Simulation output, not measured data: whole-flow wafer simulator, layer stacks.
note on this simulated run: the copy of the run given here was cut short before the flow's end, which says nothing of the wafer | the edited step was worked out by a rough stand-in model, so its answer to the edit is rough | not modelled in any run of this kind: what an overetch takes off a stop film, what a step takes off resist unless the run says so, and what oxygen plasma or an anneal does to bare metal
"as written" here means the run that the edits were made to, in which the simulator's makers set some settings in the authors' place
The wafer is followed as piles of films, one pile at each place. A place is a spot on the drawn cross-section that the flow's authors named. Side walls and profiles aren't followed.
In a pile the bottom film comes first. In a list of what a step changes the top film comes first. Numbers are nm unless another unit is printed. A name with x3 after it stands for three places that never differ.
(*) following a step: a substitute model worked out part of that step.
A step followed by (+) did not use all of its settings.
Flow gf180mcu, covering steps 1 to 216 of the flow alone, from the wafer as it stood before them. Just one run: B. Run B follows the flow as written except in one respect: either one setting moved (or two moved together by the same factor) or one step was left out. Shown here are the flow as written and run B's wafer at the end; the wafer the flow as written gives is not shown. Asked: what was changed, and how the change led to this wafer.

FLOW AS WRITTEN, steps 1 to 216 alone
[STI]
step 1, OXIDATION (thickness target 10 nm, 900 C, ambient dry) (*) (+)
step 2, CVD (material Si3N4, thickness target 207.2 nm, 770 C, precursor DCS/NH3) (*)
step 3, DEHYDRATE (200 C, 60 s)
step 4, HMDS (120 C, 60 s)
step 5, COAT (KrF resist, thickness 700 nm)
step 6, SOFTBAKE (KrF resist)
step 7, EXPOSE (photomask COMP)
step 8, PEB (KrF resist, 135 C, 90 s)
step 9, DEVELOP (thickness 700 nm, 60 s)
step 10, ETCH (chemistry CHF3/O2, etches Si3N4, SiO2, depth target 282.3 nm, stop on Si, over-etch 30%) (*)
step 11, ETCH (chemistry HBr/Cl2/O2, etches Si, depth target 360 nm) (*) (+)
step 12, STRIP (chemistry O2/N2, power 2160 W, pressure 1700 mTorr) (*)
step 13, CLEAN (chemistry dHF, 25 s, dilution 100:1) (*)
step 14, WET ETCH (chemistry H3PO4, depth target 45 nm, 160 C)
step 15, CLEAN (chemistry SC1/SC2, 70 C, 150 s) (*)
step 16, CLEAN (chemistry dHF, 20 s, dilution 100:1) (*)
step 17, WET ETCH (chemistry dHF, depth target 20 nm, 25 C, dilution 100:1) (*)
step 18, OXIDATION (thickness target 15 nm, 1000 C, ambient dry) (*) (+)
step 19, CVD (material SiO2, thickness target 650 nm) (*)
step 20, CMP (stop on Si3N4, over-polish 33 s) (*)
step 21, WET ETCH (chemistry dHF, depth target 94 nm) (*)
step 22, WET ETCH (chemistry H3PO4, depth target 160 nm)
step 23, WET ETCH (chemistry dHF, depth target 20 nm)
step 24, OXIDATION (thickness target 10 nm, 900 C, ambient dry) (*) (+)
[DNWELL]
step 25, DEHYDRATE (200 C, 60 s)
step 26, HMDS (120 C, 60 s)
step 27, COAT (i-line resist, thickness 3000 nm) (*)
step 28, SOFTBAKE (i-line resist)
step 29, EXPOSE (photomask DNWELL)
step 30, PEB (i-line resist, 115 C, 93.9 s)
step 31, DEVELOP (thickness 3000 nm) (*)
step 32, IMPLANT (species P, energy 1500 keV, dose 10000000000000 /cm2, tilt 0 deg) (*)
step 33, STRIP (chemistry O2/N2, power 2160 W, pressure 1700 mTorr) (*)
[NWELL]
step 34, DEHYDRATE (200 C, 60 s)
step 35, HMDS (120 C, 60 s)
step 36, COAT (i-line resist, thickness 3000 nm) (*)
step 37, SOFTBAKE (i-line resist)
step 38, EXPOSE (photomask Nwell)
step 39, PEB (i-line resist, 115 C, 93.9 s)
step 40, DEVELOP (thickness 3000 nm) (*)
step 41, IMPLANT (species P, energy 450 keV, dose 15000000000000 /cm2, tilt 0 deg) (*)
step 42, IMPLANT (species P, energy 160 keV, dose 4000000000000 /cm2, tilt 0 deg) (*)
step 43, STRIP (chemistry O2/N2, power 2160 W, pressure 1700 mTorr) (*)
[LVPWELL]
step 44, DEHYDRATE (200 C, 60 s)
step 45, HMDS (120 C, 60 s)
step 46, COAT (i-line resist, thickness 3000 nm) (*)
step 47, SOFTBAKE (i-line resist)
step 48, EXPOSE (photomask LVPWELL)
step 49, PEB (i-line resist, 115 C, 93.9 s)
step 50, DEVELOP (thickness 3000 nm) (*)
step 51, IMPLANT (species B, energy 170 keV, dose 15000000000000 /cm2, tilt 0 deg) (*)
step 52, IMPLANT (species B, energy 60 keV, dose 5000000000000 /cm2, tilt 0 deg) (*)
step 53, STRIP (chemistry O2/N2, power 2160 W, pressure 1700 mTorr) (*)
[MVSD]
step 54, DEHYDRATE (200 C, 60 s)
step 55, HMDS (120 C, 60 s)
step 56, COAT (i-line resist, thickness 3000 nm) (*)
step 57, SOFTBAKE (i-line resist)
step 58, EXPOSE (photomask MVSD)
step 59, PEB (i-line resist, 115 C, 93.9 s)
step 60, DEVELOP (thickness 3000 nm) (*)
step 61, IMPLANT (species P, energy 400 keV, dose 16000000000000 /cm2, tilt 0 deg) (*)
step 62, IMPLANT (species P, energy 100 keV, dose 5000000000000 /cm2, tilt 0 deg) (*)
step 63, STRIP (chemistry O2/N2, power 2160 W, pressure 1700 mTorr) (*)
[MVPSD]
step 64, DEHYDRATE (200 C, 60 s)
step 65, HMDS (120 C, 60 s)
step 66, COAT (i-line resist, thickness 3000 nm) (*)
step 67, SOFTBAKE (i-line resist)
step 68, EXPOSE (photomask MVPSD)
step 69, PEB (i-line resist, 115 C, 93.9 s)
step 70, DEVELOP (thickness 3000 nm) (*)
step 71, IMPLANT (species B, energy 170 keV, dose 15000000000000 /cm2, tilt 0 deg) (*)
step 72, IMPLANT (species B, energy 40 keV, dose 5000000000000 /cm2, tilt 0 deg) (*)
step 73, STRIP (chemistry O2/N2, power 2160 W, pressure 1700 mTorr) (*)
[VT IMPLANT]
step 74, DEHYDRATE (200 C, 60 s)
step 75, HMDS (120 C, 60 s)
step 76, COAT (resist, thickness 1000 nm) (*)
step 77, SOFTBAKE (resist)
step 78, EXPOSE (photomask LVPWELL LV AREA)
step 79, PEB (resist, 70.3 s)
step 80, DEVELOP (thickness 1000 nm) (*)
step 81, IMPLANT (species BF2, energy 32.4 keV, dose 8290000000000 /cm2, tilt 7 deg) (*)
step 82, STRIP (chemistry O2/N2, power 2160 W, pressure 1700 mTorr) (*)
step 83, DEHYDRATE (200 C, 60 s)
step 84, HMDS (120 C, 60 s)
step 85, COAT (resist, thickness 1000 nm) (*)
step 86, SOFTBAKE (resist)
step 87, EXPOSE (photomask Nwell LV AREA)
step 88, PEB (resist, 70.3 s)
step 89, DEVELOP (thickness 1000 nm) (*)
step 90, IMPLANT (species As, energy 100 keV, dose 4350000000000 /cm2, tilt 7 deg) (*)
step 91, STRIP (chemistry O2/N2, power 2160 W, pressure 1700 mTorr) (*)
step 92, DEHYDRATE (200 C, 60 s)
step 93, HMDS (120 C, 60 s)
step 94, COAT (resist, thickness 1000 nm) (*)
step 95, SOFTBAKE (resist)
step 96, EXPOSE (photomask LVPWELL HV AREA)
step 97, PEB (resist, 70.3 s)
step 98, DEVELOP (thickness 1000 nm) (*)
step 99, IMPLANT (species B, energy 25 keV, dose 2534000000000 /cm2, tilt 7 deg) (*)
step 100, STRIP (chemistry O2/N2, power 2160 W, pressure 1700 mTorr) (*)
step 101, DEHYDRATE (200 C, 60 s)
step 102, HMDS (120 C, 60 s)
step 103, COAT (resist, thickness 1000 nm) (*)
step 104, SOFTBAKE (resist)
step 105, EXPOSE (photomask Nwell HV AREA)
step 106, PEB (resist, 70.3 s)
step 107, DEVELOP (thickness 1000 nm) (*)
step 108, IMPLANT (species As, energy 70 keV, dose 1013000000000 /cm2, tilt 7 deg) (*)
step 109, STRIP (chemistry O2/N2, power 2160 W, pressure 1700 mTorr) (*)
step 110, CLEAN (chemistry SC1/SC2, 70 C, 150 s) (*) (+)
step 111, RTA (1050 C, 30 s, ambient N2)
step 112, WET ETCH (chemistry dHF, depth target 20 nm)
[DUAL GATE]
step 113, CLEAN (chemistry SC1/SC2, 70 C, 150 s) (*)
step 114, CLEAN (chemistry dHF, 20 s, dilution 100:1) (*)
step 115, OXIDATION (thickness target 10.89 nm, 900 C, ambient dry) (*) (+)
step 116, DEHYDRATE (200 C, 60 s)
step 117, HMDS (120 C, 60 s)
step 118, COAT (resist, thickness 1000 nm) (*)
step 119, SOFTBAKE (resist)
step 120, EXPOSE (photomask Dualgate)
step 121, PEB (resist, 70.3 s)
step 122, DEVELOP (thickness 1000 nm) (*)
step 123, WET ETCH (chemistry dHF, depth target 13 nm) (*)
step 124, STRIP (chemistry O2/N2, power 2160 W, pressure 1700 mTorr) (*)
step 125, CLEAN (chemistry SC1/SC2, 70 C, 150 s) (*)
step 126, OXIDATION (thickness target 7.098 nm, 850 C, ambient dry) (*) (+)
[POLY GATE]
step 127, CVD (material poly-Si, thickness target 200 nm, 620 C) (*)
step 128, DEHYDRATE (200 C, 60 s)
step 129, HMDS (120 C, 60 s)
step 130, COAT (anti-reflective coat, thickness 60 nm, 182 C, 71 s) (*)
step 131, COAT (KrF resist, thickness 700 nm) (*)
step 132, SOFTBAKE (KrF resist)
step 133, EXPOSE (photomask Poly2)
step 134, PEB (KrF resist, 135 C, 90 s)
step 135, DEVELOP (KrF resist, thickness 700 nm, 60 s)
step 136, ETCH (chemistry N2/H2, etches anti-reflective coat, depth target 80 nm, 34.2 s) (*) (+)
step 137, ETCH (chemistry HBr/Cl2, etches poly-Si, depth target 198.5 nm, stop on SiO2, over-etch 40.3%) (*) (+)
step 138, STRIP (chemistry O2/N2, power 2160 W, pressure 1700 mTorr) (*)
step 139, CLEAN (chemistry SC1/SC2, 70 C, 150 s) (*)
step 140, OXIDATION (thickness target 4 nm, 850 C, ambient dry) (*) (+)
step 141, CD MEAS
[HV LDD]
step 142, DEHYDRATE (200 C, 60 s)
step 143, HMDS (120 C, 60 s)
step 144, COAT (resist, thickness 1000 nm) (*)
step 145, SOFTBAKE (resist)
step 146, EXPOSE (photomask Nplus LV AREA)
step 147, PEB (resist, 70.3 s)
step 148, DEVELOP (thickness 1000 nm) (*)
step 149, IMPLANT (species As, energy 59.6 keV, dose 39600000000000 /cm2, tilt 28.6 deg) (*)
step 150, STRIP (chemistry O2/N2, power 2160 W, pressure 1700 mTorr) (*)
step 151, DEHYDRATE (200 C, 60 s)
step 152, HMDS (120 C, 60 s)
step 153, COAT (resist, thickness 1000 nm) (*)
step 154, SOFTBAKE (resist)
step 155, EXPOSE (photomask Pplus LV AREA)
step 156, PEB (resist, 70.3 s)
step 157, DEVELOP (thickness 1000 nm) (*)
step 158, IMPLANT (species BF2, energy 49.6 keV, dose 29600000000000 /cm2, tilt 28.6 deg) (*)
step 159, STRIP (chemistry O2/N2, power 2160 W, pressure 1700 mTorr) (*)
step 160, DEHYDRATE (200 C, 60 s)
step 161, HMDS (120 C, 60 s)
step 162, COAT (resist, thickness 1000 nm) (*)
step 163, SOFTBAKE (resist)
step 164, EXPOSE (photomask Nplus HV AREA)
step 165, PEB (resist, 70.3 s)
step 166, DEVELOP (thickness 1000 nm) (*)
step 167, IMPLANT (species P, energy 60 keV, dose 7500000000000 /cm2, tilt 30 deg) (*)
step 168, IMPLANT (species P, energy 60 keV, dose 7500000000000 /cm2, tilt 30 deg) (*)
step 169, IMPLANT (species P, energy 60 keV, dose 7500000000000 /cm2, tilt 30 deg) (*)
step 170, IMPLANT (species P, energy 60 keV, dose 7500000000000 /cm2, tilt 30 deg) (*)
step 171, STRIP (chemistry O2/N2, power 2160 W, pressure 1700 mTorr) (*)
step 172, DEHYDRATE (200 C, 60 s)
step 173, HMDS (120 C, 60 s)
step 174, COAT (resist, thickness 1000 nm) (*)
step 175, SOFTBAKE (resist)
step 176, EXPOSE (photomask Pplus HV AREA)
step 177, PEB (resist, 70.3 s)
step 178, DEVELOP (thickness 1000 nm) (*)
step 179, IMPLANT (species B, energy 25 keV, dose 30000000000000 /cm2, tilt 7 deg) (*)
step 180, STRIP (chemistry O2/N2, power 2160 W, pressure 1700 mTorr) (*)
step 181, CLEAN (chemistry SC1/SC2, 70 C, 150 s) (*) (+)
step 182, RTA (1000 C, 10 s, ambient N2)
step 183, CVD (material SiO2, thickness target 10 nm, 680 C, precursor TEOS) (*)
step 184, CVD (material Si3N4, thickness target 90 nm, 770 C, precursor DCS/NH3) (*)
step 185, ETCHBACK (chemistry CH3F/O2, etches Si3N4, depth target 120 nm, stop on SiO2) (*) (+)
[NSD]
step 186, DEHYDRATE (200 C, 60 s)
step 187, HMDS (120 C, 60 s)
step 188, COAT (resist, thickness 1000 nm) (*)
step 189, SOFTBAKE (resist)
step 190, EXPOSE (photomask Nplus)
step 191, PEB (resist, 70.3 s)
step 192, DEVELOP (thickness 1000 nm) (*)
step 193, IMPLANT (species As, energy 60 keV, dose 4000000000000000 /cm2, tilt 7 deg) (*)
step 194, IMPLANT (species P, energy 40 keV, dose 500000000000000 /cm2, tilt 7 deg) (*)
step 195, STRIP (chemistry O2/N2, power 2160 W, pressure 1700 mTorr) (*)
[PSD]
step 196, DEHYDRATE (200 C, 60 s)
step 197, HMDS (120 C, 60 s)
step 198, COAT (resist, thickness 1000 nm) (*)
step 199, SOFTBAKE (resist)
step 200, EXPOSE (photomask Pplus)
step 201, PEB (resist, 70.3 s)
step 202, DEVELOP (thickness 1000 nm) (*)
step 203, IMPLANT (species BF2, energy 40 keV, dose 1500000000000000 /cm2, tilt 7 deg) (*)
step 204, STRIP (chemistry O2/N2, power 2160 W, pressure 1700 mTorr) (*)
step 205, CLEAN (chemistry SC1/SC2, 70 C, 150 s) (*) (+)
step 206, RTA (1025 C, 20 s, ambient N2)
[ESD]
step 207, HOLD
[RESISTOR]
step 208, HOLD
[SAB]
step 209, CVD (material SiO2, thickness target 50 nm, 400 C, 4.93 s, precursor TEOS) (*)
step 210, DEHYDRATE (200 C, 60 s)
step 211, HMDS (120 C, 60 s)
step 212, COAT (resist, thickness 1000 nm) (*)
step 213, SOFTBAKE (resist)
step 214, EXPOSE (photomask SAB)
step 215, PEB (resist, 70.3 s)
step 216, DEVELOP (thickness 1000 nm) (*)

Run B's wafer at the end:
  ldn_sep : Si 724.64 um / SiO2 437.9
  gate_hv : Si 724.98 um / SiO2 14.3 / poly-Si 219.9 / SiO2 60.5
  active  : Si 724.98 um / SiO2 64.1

What caused this: step 127, CVD: thickness target 222 nm was run, though the flow has thickness target 200 nm.

How this came from the change, step by step:
  step 127, CVD (material poly-Si, thickness target 200 nm, 620 C) (*)
      field, field__w1, field__w2 and 89 more: poly-Si gains 222 (new film) (it would be, as written: poly-Si gains 200 (new film))
  step 137, ETCH (chemistry HBr/Cl2, etches poly-Si, depth target 198.5 nm, stop on SiO2, over-etch 40.3%) (*) (+)
      field__w3, field__w12, field_sub and 14 more: poly-Si loses 221 (all of it), SiO2 loses 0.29 (it would be, as written: poly-Si loses 199 (all of it), SiO2 loses 0.4)
      field__w6, sti, m1 and 11 more: poly-Si loses 220.8 (all of it), SiO2 loses 0.29 (it would be, as written: poly-Si loses 198.8 (all of it), SiO2 loses 0.4)
      (also at 33 further places)
  step 144, COAT (resist, thickness 1000 nm) (*)
      polyc_n, polyc_p: resist gains 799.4 (new film) (it would be, as written: resist gains 817.8 (new film))
      gate: resist gains 819.1 (new film) (it would be, as written: resist gains 837.3 (new film))
      (also at 6 further places)
  step 145, SOFTBAKE (resist)
      ldn_dft, ldp_dft: resist loses 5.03 (it would be, as written: resist loses 4.42)
      field__w1: resist gains 4.77 (it would be, as written: resist gains 4.19)
      (also at 41 further places)
  step 148, DEVELOP (thickness 1000 nm) (*)
      gate: resist loses 804.4 (all of it) (it would be, as written: resist loses 822.7 (all of it))
      npoly_u: resist loses 803.8 (all of it) (it would be, as written: resist loses 821.5 (all of it))
      (also at 2 further places)
  step 150, STRIP (chemistry O2/N2, power 2160 W, pressure 1700 mTorr) (*)
      gate_hv: resist loses 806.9 (all of it) (it would be, as written: resist loses 824.2 (all of it))
      gate_p: resist loses 810.8 (all of it) (it would be, as written: resist loses 828.7 (all of it))
      (also at 9 further places)
  step 153, COAT (resist, thickness 1000 nm) (*)
      polyc_n, polyc_p: resist gains 799.4 (new film) (it would be, as written: resist gains 817.8 (new film))
      gate: resist gains 819.1 (new film) (it would be, as written: resist gains 837.3 (new film))
      (also at 6 further places)
  step 154, SOFTBAKE (resist)
      ldn_dft, ldp_dft: resist loses 5.03 (it would be, as written: resist loses 4.42)
      field__w1: resist gains 4.77 (it would be, as written: resist gains 4.19)
      (also at 41 further places)
  step 157, DEVELOP (thickness 1000 nm) (*)
      gate_p: resist loses 810.9 (all of it) (it would be, as written: resist loses 828.7 (all of it))
      ppoly_u: resist loses 809.9 (all of it) (it would be, as written: resist loses 827 (all of it))
      (also at 2 further places)
  step 159, STRIP (chemistry O2/N2, power 2160 W, pressure 1700 mTorr) (*)
      gate: resist loses 804.4 (all of it) (it would be, as written: resist loses 822.7 (all of it))
      gate_hv: resist loses 806.9 (all of it) (it would be, as written: resist loses 824.2 (all of it))
      (also at 9 further places)
  step 162, COAT (resist, thickness 1000 nm) (*)
      polyc_n, polyc_p: resist gains 799.4 (new film) (it would be, as written: resist gains 817.8 (new film))
      gate: resist gains 819.1 (new film) (it would be, as written: resist gains 837.3 (new film))
      (also at 6 further places)
  step 163, SOFTBAKE (resist)
      ldn_dft, ldp_dft: resist loses 5.03 (it would be, as written: resist loses 4.42)
      field__w1: resist gains 4.77 (it would be, as written: resist gains 4.19)
      (also at 41 further places)
  step 166, DEVELOP (thickness 1000 nm) (*)
      gate_hv: resist loses 806.9 (all of it) (it would be, as written: resist loses 824.2 (all of it))
      gate_hv5: resist loses 811.2 (all of it) (it would be, as written: resist loses 828.2 (all of it))
      (also at 1 further place)
  step 171, STRIP (chemistry O2/N2, power 2160 W, pressure 1700 mTorr) (*)
      gate: resist loses 804.4 (all of it) (it would be, as written: resist loses 822.7 (all of it))
      gate_p: resist loses 810.8 (all of it) (it would be, as written: resist loses 828.7 (all of it))
      (also at 10 further places)
  step 174, COAT (resist, thickness 1000 nm) (*)
      polyc_n, polyc_p: resist gains 799.4 (new film) (it would be, as written: resist gains 817.8 (new film))
      gate: resist gains 819.1 (new film) (it would be, as written: resist gains 837.3 (new film))
      (also at 6 further places)
  step 175, SOFTBAKE (resist)
      ldn_dft, ldp_dft: resist loses 5.03 (it would be, as written: resist loses 4.42)
      field__w1: resist gains 4.77 (it would be, as written: resist gains 4.19)
      (also at 41 further places)
  ... 12 other steps ...
  step 216, DEVELOP (thickness 1000 nm) (*)
      gate: resist loses 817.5 (all of it) (it would be, as written: resist loses 834.3 (all of it))
      polyc_n: resist loses 780.4 (all of it) (it would be, as written: resist loses 799.2 (all of it))
      (also at 3 further places)
